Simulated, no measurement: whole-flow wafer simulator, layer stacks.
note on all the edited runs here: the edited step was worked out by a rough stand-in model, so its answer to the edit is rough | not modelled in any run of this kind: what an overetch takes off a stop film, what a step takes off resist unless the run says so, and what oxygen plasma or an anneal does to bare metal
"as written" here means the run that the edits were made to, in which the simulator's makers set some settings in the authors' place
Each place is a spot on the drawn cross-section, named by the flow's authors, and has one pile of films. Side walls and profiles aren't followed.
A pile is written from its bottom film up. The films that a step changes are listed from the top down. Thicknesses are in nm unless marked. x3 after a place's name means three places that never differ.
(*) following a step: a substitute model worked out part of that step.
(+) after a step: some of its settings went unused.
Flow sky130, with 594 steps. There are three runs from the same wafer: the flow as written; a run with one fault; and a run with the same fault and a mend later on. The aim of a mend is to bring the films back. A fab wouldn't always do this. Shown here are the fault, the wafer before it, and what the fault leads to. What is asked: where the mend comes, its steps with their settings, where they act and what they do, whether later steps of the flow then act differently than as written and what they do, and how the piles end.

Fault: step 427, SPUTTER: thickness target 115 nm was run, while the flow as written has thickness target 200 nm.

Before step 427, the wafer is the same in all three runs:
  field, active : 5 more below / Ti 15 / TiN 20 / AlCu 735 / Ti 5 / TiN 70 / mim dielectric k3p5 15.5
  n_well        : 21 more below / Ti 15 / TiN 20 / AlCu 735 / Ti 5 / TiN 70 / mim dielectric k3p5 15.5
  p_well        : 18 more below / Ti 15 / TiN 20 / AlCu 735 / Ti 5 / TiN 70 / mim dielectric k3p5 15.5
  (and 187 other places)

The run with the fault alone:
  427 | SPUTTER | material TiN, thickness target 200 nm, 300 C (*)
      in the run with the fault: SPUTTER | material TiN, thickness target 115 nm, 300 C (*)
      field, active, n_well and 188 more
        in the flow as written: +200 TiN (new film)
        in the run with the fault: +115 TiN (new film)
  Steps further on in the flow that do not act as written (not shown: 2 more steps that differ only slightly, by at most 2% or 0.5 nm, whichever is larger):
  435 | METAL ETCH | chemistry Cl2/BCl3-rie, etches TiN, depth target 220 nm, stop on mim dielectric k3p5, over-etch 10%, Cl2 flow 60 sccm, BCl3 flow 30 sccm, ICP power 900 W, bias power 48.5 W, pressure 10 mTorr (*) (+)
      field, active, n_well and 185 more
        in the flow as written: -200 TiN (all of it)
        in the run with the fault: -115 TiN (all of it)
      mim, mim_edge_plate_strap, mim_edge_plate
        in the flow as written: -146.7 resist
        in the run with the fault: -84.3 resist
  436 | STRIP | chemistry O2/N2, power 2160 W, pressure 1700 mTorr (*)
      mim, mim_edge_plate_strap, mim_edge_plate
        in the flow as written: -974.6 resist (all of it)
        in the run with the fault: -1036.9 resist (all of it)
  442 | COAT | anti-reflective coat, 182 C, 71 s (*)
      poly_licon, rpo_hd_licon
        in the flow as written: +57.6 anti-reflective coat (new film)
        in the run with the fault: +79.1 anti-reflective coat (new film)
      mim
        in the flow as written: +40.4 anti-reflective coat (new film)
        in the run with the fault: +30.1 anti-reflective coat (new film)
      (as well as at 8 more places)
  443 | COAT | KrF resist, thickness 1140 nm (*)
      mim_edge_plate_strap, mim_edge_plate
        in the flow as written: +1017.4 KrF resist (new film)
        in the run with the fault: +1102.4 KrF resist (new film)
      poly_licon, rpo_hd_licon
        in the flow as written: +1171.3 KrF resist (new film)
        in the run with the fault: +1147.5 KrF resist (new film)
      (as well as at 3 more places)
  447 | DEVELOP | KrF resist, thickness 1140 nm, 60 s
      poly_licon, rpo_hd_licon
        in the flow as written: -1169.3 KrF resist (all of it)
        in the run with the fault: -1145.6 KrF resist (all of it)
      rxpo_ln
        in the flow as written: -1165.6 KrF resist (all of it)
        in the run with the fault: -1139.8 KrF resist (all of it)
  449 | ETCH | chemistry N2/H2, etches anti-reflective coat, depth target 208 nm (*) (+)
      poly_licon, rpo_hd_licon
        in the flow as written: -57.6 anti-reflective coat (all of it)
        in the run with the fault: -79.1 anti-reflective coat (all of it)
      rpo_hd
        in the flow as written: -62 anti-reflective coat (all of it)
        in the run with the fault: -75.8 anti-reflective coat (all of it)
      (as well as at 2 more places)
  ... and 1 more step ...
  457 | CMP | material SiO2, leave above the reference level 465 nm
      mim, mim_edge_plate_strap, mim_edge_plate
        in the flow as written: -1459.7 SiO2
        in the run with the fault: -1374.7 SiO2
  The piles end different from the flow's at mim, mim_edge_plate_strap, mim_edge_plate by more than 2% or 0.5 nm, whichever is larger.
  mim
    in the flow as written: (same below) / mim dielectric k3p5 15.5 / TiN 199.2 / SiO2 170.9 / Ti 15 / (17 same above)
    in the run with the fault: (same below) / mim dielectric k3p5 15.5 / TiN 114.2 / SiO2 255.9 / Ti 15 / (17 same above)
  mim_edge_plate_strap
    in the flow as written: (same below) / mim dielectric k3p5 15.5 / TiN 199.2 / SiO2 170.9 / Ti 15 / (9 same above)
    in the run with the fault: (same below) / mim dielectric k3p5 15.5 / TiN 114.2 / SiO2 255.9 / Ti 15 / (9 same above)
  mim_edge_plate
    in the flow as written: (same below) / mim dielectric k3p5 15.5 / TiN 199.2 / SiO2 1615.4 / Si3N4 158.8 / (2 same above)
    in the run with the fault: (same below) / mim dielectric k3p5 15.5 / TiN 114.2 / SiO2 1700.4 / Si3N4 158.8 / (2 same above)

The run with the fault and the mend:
  After step 434 comes the mend.
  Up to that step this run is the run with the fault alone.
  434a | STRIP | chemistry O2/N2, power 2160 W, pressure 1700 mTorr (*)
      mim, mim_edge_plate_strap, mim_edge_plate
        -1121.3 resist (all of it)
  434b | SPUTTER | material TiN, thickness target 85 nm, 300 C (*) (a further turn of the flow's step 427, with different settings)
      field, active, n_well and 188 more
        +85 TiN
  434c | HMDS | 120 C, 60 s (a further turn of the flow's step 429)
      does not change any film at any place that is followed
  434d | COAT | resist, thickness 1140 nm (a further turn of the flow's step 430)
      field, active, n_well and 186 more
        +1140 resist (new film)
      m1, via2_hole
        +1140.6 resist (new film)
  434e | SOFTBAKE | resist (a further turn of the flow's step 431)
      does not change any film at any place that is followed
  434f | EXPOSE | photomask CAPM, dose 177.7 mJ/cm2, NA 0.6, wavelength 365 nm (*) (a further turn of the flow's step 432)
      does not change any film at any place that is followed
  434g | PEB | resist, 70.3 s (a further turn of the flow's step 433)
      field, active, n_well and 188 more
        -18.7 resist
  434h | DEVELOP | resist, thickness 1140 nm, developer TMAH-0.26N, 60 s (a further turn of the flow's step 434)
      field, active, n_well and 183 more
        -1121.3 resist (all of it)
      m1, via2_hole
        -1121.9 resist (all of it)
  Every later step of the flow that is run acts as written at every place that is followed.
  At every place that both follow, the piles at the end match the flow's.
